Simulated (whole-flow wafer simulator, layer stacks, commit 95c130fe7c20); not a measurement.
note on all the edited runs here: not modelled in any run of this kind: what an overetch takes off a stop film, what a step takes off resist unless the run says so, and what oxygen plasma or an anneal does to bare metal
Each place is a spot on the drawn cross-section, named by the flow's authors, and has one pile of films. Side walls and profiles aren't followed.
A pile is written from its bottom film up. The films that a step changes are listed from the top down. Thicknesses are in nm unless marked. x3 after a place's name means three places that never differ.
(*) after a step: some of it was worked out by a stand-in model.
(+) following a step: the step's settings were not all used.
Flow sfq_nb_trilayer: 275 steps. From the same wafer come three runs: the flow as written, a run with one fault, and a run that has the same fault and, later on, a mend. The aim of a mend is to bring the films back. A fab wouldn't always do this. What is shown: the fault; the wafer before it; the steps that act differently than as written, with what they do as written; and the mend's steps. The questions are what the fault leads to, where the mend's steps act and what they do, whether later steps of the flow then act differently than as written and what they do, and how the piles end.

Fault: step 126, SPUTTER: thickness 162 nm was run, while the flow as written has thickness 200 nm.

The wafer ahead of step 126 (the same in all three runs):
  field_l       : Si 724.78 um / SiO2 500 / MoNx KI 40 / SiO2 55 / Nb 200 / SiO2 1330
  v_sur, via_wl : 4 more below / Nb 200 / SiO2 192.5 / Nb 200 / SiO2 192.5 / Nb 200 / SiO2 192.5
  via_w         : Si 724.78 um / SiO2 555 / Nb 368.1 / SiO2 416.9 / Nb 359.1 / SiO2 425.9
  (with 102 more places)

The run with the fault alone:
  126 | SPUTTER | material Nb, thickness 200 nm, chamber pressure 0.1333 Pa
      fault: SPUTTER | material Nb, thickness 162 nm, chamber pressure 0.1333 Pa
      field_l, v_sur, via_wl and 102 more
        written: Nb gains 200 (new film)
        fault: Nb gains 162 (new film)
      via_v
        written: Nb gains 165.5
        fault: Nb gains 133.9
  Steps later in the flow that act otherwise than as written (5 more steps, not shown, differ only slightly: by at most 2% or 0.5 nm, whichever is larger):
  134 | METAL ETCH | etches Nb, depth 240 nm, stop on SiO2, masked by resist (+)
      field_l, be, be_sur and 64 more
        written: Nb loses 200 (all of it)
        fault: Nb loses 162 (all of it)
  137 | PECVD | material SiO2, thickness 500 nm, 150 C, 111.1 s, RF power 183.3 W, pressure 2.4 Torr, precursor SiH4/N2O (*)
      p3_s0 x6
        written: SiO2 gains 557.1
        fault: SiO2 gains 519.1
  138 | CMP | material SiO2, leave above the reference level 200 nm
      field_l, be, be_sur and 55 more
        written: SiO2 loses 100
        fault: SiO2 loses 138
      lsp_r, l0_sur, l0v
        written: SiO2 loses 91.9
        fault: SiO2 loses 131.4
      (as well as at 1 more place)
  The piles end different from the flow's at v_sur, via_wl, via_w and 74 more by more than 2% or 0.5 nm, whichever is larger.
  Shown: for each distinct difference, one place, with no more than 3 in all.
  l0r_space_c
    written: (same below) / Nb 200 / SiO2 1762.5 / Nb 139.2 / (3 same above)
    fault: (same below) / Nb 200 / SiO2 1724.5 / Nb 139.2 / (3 same above)
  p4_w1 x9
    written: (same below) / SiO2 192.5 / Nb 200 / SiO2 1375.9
    fault: (same below) / SiO2 192.5 / Nb 162 / SiO2 1375.9
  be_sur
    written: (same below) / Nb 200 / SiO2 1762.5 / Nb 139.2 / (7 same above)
    fault: (same below) / Nb 200 / SiO2 1724.5 / Nb 139.2 / (7 same above)

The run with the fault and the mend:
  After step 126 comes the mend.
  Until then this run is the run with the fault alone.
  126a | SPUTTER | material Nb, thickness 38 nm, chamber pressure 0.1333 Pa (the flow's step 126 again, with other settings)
      field_l, v_sur, via_wl and 102 more
        Nb gains 38
      via_v
        Nb gains 29.2
  Every later step of the flow that is run acts as written, at every place that is followed, to within 2% or 0.5 nm, whichever is larger.
  The piles end only slightly different from the flow's at the places that both follow, by no more than 2% or 0.5 nm, whichever is larger.
